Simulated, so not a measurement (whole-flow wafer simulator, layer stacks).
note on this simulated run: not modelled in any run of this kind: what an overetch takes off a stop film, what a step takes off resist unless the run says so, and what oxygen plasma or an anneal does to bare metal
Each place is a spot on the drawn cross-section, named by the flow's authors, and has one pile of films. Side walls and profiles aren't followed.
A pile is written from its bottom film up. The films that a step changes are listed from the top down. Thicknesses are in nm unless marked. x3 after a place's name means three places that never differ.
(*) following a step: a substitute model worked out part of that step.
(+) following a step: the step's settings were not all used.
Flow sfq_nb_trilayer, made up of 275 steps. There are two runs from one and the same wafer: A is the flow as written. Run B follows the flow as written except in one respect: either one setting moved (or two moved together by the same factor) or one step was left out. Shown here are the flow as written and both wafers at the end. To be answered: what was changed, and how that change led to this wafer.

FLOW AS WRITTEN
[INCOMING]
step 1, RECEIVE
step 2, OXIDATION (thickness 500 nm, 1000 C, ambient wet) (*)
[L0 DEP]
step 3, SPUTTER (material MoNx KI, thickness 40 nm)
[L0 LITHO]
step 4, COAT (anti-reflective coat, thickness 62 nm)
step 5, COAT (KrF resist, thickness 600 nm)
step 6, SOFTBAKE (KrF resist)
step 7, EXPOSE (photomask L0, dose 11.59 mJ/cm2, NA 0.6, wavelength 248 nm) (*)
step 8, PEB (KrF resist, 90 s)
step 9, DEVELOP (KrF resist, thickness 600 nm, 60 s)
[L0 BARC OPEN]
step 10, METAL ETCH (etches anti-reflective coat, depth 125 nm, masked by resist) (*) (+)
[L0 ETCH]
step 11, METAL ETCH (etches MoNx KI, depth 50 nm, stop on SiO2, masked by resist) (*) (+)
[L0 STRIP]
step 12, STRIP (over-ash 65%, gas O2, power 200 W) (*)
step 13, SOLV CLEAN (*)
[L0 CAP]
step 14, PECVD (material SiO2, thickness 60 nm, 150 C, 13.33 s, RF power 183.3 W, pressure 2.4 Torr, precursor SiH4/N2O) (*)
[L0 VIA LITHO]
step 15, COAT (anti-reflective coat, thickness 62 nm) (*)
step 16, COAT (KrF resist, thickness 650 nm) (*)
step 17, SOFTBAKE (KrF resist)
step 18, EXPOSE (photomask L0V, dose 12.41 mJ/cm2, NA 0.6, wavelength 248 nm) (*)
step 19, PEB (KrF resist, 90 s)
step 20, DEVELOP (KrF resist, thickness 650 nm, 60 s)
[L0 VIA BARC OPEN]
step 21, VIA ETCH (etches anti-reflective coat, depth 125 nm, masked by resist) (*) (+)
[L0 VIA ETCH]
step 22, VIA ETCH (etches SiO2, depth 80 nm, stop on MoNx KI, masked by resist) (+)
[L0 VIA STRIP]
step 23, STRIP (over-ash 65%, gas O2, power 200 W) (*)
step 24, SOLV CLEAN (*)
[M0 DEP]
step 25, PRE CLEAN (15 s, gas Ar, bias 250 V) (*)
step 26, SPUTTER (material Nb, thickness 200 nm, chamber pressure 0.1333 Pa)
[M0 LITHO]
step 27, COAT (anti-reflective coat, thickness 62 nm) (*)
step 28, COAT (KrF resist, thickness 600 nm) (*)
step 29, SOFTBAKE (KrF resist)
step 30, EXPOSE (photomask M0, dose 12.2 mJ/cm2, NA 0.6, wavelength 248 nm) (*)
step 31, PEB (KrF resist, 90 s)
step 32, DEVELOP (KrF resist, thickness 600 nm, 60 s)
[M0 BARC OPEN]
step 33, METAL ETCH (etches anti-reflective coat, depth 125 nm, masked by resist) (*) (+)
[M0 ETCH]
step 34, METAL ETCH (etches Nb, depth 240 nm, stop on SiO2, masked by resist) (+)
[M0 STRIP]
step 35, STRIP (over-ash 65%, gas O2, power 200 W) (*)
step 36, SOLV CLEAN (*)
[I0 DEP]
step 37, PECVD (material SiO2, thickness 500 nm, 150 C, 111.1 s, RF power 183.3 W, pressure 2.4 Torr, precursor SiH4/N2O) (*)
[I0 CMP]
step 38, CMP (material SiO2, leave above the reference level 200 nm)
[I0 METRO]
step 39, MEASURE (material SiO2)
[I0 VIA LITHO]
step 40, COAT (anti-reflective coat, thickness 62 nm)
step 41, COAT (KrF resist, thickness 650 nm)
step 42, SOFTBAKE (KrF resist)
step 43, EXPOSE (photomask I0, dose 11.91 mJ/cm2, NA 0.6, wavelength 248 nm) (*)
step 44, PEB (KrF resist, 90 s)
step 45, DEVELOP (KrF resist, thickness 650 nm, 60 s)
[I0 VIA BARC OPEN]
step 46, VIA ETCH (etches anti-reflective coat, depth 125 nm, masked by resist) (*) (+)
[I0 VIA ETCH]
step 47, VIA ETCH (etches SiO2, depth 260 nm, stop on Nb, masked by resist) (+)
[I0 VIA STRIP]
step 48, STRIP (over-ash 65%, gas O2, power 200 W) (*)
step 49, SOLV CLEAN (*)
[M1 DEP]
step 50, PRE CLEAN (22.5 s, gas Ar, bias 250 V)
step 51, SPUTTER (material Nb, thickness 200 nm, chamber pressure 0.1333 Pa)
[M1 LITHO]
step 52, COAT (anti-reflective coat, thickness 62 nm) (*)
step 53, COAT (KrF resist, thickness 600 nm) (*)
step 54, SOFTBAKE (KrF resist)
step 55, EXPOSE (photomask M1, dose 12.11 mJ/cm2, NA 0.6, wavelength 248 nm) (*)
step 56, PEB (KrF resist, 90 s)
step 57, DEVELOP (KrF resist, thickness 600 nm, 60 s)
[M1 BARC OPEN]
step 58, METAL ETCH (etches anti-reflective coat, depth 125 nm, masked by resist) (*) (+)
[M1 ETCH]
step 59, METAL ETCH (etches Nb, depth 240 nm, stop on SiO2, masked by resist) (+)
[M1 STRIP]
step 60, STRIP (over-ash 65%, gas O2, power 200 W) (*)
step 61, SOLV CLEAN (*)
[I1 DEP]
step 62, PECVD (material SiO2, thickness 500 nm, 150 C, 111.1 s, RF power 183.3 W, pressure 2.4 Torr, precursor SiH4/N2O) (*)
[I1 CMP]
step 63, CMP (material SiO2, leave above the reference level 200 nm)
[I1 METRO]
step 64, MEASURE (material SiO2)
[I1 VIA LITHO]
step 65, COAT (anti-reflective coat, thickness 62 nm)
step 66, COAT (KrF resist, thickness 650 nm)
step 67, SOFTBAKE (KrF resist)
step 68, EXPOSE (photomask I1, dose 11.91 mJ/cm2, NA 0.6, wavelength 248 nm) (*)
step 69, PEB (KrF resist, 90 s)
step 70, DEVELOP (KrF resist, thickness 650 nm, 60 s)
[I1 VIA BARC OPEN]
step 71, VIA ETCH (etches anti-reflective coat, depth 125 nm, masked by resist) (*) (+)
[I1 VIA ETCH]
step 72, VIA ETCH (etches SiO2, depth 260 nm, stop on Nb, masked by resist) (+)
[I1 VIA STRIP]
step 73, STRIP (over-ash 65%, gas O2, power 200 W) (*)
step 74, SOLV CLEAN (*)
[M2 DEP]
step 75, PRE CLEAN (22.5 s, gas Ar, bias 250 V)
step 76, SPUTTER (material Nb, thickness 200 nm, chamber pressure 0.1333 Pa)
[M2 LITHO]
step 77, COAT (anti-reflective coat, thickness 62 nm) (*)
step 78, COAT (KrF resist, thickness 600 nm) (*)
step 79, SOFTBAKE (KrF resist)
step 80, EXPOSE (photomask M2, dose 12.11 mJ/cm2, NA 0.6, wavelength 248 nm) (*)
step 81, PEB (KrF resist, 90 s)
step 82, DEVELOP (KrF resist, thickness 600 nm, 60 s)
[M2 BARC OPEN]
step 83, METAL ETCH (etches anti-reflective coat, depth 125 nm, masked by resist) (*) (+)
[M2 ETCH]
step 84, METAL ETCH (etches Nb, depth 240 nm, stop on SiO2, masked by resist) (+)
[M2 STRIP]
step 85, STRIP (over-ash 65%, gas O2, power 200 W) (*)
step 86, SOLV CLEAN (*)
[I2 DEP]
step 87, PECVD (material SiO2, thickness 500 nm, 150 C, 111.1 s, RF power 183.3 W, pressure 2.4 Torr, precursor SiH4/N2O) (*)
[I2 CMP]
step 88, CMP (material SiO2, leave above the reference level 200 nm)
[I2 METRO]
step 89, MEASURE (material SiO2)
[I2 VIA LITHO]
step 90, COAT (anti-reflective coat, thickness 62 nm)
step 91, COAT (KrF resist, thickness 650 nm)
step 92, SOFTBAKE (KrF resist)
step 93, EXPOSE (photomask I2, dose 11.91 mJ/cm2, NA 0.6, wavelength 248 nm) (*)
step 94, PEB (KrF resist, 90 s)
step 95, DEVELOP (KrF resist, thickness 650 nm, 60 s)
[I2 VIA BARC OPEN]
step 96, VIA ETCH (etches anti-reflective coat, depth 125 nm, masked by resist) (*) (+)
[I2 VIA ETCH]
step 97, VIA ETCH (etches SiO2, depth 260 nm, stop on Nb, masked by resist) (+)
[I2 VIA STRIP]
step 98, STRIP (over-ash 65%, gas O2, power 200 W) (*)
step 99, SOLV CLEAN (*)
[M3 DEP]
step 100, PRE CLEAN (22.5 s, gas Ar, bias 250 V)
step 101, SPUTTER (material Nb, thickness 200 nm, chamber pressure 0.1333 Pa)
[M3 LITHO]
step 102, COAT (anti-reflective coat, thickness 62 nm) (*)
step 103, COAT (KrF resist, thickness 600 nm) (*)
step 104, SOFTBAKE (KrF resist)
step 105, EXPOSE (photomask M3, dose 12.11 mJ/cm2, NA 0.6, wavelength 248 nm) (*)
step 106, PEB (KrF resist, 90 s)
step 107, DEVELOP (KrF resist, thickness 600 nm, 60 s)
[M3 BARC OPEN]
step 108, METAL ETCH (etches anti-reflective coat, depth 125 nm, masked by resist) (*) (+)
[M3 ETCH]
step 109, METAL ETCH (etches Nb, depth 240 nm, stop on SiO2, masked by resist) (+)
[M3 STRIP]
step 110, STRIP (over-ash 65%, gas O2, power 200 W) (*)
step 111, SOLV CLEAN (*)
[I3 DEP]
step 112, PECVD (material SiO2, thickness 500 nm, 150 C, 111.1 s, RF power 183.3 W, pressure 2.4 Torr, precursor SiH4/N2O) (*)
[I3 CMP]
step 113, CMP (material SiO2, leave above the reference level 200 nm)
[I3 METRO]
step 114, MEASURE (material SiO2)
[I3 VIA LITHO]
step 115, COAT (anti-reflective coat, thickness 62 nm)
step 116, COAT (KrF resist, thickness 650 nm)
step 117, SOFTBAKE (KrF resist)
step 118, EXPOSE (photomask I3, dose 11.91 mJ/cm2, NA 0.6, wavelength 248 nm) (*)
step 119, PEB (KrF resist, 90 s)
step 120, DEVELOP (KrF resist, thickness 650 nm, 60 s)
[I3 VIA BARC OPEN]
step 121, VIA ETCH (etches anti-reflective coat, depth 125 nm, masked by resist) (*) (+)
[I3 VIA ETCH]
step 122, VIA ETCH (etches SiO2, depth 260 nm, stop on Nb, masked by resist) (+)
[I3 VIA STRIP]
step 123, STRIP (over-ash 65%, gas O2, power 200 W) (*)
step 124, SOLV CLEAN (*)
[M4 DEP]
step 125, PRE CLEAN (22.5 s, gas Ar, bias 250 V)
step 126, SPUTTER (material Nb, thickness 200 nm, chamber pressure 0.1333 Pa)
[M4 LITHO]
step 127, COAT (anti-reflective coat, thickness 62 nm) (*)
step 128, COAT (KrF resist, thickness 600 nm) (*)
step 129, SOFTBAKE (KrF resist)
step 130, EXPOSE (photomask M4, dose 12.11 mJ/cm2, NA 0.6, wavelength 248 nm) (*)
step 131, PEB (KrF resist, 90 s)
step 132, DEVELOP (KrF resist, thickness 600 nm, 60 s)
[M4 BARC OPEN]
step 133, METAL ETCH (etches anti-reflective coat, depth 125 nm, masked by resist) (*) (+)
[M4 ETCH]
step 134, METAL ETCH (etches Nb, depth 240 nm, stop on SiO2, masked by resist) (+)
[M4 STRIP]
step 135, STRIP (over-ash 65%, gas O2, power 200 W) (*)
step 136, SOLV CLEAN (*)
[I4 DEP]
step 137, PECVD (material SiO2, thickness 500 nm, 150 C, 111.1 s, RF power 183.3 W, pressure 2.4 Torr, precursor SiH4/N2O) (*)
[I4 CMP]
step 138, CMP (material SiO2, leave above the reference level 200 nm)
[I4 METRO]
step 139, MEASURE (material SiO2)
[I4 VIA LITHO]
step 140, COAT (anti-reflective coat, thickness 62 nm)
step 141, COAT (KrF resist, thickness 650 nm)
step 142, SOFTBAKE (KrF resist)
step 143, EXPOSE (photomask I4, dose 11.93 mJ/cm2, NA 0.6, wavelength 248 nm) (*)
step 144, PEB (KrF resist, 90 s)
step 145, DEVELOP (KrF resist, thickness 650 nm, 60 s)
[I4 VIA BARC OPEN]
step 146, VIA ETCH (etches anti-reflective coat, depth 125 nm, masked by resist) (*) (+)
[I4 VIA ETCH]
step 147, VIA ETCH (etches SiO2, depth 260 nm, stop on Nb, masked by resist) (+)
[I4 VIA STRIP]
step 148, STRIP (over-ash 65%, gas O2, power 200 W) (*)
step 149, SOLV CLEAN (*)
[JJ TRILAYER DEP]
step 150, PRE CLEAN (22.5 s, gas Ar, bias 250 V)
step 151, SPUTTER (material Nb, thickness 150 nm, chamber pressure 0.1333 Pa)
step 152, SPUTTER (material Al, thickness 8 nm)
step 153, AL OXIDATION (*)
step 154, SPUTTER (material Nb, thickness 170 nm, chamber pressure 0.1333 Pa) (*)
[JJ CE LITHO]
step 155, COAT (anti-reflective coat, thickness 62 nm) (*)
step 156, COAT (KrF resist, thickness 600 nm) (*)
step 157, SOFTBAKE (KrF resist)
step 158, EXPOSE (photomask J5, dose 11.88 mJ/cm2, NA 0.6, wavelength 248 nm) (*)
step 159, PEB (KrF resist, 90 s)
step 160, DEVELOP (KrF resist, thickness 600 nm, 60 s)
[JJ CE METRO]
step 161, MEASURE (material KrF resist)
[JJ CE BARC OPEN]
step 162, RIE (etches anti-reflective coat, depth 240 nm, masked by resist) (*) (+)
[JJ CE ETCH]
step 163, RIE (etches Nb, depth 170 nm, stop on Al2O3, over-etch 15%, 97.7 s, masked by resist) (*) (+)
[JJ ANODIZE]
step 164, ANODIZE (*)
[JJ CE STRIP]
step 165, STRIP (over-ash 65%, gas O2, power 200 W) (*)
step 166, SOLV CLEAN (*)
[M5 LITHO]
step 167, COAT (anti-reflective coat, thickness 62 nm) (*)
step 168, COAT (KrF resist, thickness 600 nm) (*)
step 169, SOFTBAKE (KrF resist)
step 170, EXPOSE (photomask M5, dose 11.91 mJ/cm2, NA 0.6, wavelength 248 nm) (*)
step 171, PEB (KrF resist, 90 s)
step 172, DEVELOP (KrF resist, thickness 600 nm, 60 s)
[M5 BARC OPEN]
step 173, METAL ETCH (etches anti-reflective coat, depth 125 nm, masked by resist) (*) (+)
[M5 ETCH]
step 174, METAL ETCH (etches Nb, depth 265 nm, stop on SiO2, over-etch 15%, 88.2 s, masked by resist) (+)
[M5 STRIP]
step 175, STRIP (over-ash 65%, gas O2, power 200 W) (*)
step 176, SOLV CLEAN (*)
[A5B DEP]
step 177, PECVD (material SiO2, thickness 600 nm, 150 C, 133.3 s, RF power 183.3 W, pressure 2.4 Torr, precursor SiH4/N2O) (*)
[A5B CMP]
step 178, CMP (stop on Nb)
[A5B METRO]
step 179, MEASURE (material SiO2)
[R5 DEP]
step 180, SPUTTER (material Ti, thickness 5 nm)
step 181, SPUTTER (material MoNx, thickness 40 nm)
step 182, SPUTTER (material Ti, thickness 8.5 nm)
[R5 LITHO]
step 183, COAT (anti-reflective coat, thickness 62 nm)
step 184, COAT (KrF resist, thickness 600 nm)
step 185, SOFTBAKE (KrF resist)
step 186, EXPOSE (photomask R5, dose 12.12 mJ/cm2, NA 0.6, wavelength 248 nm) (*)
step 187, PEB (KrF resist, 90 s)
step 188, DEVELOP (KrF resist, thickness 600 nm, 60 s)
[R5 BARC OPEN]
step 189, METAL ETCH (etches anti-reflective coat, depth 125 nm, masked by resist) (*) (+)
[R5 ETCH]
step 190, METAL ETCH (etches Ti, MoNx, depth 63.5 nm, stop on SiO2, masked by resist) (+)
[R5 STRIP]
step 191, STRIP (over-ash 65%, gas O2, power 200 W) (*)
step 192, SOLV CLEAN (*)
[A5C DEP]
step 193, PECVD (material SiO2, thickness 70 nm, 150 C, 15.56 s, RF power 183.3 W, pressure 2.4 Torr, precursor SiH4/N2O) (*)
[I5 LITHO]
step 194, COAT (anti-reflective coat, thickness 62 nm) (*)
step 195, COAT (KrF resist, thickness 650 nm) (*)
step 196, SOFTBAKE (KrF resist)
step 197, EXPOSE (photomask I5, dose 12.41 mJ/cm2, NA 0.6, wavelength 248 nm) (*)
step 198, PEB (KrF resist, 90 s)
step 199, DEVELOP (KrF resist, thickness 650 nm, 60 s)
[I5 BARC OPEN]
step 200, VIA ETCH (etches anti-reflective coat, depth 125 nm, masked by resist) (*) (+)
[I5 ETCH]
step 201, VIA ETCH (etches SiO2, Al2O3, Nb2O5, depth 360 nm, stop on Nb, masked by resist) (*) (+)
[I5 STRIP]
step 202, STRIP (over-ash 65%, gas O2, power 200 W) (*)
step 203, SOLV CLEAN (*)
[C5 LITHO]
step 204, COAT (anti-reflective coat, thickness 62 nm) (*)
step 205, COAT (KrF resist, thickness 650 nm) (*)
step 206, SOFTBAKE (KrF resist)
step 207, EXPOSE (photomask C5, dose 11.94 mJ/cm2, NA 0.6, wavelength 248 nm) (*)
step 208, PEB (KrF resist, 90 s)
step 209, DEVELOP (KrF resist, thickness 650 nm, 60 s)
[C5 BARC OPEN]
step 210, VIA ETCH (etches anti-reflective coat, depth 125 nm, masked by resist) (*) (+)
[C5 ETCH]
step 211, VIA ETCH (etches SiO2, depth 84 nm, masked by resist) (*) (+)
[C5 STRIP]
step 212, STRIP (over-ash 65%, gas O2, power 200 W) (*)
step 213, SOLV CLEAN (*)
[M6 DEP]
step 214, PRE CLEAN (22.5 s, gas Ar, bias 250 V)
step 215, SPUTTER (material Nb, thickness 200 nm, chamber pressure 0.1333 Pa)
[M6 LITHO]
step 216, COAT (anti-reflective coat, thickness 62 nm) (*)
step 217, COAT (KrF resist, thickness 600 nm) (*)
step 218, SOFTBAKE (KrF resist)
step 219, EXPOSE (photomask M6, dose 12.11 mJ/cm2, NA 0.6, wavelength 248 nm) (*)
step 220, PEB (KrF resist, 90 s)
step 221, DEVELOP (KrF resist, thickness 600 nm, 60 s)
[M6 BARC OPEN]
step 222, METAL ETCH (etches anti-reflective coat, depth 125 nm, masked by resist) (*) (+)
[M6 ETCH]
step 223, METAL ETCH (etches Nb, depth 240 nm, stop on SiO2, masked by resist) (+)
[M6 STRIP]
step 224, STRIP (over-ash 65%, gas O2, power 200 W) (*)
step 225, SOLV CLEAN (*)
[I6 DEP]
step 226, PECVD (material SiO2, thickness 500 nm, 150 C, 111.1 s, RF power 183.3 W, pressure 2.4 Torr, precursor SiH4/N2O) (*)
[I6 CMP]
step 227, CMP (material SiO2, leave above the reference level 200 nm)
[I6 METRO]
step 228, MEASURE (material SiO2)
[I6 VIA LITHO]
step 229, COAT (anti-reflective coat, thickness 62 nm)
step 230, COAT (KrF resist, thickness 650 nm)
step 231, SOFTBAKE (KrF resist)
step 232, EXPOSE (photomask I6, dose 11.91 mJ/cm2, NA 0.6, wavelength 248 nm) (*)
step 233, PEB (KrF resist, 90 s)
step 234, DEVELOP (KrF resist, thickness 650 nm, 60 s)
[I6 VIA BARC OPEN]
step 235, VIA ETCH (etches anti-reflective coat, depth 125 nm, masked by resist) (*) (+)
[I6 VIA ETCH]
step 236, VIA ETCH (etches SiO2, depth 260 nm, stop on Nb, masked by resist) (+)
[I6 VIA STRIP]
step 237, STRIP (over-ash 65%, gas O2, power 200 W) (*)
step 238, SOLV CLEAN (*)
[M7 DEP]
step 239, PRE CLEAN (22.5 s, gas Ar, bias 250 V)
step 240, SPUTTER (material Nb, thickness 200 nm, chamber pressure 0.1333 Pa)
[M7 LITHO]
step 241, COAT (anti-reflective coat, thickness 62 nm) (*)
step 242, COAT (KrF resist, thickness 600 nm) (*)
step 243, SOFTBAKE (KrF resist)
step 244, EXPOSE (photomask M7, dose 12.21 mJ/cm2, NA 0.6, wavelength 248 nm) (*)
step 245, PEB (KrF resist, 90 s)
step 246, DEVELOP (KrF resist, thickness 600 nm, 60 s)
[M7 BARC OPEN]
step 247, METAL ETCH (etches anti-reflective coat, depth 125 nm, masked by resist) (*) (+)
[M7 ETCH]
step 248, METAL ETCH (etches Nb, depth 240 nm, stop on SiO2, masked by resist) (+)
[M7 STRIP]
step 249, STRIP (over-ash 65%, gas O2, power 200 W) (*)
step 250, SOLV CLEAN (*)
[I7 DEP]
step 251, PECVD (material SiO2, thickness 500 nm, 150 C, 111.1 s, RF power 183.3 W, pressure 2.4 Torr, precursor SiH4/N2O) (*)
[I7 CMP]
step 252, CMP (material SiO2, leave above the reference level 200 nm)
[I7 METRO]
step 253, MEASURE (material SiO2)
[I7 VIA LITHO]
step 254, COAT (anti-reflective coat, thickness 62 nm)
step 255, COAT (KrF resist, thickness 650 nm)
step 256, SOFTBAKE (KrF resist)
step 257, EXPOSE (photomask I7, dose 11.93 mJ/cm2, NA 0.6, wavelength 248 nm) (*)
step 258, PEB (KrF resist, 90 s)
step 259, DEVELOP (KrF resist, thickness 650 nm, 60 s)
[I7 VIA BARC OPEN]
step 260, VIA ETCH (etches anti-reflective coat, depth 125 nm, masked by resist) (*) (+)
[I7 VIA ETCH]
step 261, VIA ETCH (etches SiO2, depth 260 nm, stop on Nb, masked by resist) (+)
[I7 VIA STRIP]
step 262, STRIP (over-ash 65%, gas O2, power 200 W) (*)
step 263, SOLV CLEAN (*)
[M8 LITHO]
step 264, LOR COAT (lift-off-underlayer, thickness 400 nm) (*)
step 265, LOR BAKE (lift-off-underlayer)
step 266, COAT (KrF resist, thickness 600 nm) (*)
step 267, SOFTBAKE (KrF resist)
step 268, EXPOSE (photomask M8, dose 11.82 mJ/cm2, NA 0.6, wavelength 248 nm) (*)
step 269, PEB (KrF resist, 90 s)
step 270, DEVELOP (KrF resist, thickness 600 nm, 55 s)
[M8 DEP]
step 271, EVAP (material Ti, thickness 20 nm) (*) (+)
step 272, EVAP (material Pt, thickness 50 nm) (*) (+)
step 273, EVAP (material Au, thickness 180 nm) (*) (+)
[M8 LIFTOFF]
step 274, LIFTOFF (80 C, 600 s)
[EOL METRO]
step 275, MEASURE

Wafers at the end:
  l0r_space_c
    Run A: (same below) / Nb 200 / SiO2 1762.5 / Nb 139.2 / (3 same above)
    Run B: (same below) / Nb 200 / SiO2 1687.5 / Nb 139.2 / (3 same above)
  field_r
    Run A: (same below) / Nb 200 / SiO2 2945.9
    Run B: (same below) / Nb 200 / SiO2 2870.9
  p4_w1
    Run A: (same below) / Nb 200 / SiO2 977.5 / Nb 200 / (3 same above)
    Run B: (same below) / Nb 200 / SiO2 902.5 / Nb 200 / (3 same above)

What caused this: step 76, SPUTTER: thickness 125 nm was run, though the flow has thickness 200 nm.

The path from the change to this, step by step:
  step 76, SPUTTER (material Nb, thickness 200 nm, chamber pressure 0.1333 Pa)
      field_l, v_sur, via_wl and 102 more: A Nb gains 200 (new film) | B Nb gains 125 (new film)
      via_v: A Nb gains 174.5 | B Nb gains 109.9
  step 77, COAT (anti-reflective coat, thickness 62 nm) (*)
      via_v: A anti-reflective coat gains 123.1 (new film) | B anti-reflective coat gains 119.8 (new film)
  step 84, METAL ETCH (etches Nb, depth 240 nm, stop on SiO2, masked by resist) (+)
      field_l, be, be_sur and 81 more: A Nb loses 200 (all of it) | B Nb loses 125 (all of it)
      v_sur, via_wl, via_w and 19 more: A KrF resist loses 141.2 | B KrF resist loses 110.3
  step 85, STRIP (over-ash 65%, gas O2, power 200 W) (*)
      wl_j_sl, wl_jj, wl_j_sr and 12 more: A KrF resist loses 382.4 (all of it), anti-reflective coat loses 62 (all of it) | B KrF resist loses 413.3 (all of it), anti-reflective coat loses 62 (all of it)
      v_sur: A KrF resist loses 380 (all of it), anti-reflective coat loses 61.4 (all of it) | B KrF resist loses 411 (all of it), anti-reflective coat loses 61.4 (all of it)
      (as well as at 6 more places)
  step 87, PECVD (material SiO2, thickness 500 nm, 150 C, 111.1 s, RF power 183.3 W, pressure 2.4 Torr, precursor SiH4/N2O) (*)
      via_v: A SiO2 gains 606 (new film) | B SiO2 gains 587.6 (new film)
  step 88, CMP (material SiO2, leave above the reference level 200 nm)
      field_l, be, be_sur and 81 more: A SiO2 loses 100 | B SiO2 loses 175
      via_v: A SiO2 loses 181.6 | B SiO2 loses 173.5
